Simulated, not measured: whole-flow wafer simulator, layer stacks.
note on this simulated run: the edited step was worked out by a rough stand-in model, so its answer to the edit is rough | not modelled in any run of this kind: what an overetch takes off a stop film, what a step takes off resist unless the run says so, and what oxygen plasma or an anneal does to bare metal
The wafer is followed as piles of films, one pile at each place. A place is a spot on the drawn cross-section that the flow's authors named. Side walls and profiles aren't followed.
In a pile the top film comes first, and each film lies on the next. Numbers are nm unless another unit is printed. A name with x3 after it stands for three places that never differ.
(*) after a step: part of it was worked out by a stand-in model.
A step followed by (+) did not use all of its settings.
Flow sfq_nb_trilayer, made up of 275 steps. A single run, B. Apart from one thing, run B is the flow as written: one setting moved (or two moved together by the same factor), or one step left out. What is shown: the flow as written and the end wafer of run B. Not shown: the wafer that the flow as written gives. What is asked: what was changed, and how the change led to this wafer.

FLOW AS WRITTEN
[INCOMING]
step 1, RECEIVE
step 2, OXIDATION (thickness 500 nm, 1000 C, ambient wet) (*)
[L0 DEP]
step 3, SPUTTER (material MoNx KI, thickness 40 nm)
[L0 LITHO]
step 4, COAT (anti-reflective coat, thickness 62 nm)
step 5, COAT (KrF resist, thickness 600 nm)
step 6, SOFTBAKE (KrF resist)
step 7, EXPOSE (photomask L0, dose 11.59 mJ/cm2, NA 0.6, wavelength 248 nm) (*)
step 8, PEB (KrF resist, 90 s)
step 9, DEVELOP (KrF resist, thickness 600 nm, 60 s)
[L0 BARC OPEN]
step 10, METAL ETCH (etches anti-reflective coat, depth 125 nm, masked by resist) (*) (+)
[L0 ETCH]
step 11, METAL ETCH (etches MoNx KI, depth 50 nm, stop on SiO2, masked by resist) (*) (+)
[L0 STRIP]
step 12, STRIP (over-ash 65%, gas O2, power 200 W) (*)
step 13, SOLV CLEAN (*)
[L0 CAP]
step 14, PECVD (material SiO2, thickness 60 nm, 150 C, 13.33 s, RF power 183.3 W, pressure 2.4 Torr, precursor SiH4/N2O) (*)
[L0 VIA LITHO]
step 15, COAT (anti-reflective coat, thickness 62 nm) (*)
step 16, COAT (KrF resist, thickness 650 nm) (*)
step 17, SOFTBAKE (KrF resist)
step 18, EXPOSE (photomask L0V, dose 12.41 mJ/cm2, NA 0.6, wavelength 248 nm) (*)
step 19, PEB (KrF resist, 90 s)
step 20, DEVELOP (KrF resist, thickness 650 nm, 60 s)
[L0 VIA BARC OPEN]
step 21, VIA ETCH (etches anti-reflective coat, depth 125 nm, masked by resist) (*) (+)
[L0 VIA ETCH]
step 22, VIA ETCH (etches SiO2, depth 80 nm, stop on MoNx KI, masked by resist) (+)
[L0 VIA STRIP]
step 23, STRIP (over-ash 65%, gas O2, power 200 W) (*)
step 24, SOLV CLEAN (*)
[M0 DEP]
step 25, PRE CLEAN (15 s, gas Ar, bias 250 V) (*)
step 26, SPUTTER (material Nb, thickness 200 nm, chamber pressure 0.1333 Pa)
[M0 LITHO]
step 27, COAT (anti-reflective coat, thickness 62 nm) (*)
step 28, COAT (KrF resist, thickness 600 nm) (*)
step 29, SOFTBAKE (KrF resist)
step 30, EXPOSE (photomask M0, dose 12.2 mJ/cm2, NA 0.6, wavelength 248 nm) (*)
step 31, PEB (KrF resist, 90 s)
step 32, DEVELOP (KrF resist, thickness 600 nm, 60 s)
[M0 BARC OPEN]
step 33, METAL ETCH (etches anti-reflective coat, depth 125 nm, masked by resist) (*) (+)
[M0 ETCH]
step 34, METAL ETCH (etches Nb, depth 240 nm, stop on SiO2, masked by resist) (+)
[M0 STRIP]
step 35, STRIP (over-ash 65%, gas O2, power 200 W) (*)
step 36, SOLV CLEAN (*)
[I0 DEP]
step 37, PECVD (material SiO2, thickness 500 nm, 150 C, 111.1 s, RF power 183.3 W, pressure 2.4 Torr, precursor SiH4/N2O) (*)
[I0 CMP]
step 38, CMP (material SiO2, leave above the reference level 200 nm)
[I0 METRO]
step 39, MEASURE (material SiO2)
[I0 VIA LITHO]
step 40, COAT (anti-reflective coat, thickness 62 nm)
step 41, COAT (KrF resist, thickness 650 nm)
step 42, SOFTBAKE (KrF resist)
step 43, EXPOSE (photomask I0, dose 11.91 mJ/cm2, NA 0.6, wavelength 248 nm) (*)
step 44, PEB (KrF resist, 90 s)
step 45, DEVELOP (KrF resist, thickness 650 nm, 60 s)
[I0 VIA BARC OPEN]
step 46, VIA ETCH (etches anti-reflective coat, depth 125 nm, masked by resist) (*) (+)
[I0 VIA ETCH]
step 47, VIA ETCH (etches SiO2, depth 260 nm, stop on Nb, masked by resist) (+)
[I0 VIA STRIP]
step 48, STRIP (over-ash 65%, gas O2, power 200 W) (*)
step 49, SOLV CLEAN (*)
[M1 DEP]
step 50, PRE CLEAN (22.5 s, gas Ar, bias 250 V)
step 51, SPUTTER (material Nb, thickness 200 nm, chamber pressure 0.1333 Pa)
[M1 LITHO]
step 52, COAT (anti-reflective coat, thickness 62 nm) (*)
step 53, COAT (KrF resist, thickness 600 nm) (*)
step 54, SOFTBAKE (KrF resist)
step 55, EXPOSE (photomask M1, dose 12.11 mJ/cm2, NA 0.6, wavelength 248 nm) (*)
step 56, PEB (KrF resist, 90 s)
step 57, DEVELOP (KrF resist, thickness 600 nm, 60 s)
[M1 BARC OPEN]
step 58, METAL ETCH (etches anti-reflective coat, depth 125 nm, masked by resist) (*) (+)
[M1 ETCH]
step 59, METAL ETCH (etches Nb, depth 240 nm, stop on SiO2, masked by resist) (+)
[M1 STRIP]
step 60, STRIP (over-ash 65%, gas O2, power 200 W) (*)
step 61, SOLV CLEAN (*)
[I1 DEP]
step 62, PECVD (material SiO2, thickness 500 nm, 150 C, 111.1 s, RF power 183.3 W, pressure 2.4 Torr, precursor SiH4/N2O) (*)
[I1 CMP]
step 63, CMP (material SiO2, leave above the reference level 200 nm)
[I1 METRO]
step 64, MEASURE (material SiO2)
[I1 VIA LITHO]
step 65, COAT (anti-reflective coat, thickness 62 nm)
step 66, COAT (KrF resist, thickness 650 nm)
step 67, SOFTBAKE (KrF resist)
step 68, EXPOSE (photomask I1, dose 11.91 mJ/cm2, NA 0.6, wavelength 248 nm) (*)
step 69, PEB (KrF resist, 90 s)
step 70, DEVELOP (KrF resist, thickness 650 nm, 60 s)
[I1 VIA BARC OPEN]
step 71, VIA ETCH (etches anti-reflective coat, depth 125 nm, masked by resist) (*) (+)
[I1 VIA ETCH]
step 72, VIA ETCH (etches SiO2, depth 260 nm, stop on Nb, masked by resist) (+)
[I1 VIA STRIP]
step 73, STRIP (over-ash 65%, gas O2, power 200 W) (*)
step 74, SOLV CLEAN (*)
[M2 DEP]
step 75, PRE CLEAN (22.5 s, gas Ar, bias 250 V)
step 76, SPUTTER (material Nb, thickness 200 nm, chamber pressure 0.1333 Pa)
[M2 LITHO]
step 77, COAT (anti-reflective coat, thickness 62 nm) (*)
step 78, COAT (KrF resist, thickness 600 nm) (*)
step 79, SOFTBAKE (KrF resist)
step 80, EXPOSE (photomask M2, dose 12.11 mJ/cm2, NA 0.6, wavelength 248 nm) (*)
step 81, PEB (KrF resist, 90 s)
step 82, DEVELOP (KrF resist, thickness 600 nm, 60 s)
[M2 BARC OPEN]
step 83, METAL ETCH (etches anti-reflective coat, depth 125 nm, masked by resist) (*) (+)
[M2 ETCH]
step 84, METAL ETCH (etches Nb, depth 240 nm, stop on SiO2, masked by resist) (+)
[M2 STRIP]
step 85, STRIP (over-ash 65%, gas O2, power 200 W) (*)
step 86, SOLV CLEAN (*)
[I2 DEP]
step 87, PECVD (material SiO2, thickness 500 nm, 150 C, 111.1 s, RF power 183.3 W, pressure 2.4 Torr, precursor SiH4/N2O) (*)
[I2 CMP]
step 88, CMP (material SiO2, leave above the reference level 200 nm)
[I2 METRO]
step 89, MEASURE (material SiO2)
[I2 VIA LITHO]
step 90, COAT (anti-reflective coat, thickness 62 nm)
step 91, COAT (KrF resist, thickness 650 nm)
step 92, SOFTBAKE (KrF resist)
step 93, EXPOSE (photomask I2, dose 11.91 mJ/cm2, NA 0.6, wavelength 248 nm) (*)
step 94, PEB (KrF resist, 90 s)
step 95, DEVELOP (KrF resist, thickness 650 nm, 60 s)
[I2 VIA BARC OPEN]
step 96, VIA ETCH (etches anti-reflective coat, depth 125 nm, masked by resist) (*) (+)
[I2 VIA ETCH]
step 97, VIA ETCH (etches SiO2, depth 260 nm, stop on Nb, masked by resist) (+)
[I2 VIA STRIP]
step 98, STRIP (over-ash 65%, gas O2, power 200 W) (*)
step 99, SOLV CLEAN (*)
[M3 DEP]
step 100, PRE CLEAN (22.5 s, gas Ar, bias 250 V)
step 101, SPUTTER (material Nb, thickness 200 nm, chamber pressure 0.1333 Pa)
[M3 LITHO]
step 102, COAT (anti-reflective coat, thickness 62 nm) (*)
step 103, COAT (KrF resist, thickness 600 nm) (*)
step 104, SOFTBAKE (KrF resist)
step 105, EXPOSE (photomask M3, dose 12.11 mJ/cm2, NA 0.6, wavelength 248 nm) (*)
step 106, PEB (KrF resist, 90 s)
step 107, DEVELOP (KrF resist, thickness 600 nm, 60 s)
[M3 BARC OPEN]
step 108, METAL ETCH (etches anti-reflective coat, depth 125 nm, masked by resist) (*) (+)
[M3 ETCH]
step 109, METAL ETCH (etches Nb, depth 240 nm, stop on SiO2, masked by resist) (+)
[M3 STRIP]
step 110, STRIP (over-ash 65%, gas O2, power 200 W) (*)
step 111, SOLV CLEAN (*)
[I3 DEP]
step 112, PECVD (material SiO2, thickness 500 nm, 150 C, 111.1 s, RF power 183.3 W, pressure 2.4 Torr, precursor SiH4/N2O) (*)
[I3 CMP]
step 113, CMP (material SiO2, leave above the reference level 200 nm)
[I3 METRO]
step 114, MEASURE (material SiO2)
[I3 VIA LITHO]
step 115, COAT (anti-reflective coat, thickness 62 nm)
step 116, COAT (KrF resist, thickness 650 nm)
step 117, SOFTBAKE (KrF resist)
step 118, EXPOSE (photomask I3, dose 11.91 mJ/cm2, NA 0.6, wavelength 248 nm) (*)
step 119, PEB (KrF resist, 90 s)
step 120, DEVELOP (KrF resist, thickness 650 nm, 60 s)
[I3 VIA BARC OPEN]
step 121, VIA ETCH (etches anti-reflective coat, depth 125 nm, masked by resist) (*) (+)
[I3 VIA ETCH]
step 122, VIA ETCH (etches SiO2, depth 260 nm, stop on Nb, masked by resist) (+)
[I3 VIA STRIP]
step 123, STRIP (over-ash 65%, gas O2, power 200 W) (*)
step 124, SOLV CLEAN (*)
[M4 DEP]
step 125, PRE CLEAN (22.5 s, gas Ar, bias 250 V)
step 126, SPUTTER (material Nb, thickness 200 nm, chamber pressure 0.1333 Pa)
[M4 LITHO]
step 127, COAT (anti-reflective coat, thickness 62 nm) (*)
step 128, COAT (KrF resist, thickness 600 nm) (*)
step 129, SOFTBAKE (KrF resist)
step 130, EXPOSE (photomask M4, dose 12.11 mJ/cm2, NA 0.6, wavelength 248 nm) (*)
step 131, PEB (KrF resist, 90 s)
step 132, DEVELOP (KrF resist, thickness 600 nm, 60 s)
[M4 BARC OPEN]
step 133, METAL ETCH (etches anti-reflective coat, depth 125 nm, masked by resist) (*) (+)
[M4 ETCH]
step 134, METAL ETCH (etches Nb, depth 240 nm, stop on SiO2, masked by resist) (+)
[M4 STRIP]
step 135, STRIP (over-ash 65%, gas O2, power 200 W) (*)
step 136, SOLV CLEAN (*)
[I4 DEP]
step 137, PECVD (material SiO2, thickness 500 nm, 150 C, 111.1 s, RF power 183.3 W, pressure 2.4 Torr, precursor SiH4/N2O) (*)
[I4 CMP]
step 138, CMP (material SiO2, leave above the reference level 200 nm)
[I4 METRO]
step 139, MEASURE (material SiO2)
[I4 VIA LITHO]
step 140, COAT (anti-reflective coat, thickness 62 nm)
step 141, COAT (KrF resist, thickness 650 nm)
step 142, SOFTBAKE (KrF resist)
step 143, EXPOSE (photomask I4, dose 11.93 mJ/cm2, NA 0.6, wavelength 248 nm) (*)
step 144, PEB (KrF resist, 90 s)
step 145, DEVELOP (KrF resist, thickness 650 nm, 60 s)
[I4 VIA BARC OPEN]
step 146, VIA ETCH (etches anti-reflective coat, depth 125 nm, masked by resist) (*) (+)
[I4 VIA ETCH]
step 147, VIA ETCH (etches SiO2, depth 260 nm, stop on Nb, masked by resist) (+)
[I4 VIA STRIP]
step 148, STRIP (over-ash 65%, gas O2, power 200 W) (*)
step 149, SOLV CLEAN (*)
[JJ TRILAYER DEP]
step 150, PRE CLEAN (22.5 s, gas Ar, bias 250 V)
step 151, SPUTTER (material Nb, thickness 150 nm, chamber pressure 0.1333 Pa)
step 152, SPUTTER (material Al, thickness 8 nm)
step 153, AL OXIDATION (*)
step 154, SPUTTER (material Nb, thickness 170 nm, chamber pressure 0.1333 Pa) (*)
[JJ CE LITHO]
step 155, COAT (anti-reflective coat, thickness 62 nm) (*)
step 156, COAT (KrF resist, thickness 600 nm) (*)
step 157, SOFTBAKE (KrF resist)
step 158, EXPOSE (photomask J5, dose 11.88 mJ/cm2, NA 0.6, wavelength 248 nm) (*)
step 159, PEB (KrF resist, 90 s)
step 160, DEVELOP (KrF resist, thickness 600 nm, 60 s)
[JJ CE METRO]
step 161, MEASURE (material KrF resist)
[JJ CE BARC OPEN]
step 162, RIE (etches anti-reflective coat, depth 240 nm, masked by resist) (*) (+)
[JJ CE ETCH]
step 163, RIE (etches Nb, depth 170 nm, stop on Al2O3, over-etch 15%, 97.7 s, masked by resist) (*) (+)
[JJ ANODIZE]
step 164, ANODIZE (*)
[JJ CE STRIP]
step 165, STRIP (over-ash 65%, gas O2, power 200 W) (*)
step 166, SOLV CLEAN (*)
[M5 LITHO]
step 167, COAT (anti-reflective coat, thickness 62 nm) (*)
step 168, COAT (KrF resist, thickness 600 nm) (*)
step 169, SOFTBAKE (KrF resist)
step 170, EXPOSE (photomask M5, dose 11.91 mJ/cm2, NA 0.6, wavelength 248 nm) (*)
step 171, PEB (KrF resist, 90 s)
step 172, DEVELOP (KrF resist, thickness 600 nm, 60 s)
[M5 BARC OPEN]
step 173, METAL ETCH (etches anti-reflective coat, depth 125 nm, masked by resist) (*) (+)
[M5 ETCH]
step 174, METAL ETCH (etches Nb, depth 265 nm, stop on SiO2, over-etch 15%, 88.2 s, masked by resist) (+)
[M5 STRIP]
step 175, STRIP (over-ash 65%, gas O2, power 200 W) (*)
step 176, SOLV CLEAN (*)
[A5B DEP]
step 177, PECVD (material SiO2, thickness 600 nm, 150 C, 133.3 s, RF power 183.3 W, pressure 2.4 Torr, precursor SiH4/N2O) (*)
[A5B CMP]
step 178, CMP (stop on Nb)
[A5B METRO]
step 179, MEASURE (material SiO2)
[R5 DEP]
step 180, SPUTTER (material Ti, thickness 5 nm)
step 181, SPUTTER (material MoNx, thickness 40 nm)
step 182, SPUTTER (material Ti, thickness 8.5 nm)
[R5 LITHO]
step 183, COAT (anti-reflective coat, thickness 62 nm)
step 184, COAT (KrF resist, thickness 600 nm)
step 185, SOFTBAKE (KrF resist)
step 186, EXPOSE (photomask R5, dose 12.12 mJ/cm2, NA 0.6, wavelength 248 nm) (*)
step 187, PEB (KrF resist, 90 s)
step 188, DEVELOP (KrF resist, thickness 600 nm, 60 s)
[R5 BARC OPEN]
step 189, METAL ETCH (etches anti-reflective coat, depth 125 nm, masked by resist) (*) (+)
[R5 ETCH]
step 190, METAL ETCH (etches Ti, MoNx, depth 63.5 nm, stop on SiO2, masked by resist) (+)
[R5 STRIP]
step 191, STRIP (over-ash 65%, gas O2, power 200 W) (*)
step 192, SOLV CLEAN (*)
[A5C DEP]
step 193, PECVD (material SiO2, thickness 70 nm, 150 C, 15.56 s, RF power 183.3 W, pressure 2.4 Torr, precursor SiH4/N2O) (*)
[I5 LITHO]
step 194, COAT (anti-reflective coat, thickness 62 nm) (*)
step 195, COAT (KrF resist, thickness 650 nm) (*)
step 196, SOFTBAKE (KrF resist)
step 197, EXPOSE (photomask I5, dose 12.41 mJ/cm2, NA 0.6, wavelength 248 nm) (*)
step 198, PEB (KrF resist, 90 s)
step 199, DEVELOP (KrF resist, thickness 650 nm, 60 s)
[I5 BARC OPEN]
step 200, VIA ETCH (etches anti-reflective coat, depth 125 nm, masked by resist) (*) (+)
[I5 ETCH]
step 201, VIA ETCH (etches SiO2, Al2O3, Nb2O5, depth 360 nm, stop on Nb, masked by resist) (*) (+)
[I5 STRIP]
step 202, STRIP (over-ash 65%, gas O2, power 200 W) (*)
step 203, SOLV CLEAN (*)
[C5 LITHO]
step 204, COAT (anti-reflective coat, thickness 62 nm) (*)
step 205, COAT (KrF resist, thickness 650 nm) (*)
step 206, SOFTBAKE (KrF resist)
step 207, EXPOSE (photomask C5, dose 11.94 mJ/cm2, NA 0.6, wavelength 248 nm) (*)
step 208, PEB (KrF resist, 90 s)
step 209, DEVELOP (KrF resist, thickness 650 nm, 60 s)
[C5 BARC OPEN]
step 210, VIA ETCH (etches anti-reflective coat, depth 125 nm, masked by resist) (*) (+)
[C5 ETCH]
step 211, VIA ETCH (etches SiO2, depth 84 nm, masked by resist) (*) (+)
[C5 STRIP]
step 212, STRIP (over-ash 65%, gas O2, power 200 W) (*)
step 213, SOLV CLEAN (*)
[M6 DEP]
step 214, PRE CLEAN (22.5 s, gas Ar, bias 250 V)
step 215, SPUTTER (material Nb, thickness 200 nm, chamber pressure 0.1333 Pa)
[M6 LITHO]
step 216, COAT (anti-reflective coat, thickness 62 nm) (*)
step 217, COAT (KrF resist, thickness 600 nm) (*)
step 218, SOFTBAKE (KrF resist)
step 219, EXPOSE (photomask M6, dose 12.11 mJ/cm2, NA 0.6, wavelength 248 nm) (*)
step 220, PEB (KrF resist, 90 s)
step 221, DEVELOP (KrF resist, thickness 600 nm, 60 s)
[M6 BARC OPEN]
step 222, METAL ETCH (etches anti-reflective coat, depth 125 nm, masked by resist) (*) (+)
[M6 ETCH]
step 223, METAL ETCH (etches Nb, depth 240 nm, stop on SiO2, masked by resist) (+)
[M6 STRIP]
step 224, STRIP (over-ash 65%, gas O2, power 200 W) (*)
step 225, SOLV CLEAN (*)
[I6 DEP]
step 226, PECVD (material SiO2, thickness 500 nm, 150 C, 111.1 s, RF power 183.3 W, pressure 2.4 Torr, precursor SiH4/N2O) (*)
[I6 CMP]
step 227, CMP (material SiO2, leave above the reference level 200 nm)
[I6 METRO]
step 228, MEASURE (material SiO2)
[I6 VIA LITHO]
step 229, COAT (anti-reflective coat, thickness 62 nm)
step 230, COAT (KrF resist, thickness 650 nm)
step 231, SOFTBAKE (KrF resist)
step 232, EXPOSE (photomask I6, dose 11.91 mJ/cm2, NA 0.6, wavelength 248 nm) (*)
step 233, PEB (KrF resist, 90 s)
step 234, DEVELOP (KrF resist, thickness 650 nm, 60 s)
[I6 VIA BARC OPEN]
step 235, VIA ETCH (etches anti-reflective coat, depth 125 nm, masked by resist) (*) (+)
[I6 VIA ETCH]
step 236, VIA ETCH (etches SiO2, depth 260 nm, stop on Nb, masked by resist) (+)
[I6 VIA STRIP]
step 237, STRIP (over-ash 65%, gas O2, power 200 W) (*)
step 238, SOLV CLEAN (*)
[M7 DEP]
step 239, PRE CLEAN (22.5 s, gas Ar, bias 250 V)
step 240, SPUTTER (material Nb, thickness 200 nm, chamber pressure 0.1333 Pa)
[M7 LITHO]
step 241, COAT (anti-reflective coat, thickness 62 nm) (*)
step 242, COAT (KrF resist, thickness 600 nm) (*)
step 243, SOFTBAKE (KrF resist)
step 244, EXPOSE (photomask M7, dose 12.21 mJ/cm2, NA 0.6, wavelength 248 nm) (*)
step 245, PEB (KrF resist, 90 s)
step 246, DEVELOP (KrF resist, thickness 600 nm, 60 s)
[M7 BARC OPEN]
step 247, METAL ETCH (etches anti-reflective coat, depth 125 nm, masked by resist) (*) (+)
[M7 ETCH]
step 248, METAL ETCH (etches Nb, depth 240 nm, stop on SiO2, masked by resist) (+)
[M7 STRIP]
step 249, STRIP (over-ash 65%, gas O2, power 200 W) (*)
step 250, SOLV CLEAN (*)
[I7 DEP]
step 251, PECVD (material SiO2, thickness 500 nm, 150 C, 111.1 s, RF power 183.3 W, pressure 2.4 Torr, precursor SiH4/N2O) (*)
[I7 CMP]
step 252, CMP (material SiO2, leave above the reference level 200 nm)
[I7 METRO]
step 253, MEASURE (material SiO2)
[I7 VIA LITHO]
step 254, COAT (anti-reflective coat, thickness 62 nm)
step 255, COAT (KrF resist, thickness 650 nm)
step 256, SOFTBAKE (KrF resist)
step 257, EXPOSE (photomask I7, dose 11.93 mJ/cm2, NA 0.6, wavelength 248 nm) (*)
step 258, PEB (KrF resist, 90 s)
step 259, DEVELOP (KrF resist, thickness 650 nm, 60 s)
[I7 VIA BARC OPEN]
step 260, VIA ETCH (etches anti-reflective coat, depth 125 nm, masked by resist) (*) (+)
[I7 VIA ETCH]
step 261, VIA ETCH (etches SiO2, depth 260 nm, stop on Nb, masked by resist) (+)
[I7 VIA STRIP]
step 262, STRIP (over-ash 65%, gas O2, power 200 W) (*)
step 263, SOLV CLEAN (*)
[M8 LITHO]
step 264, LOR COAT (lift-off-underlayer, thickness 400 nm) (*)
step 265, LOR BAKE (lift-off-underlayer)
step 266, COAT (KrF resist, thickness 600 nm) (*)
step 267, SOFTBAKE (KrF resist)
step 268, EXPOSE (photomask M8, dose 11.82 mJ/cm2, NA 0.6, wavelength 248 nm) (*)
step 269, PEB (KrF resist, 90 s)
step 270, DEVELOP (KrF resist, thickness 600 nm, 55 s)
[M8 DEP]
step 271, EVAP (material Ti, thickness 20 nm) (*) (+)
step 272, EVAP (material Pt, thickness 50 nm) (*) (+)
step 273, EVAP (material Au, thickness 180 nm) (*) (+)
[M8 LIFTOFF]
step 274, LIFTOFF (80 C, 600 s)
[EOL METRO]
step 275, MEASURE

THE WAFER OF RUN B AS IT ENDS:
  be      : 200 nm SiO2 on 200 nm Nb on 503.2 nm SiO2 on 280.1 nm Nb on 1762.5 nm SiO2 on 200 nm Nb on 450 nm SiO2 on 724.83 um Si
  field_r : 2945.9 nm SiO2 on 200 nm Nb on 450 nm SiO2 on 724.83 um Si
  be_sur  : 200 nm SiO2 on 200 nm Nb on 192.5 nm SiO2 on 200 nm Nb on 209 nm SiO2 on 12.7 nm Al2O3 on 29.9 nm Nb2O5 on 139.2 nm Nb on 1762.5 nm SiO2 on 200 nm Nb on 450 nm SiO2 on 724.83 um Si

What caused this: step 2, OXIDATION: thickness 395 nm was run, while the flow as written has thickness 500 nm.

Step by step, how the change led to this:
  step 2, OXIDATION (thickness 500 nm, 1000 C, ambient wet) (*)
      field_l, v_sur, via_wl and 103 more: +395 SiO2 (new film), -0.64 chemical SiO2 (all of it), -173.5 Si (as written it would have been: +500 SiO2 (new film), -0.64 chemical SiO2 (all of it), -219.7 Si)
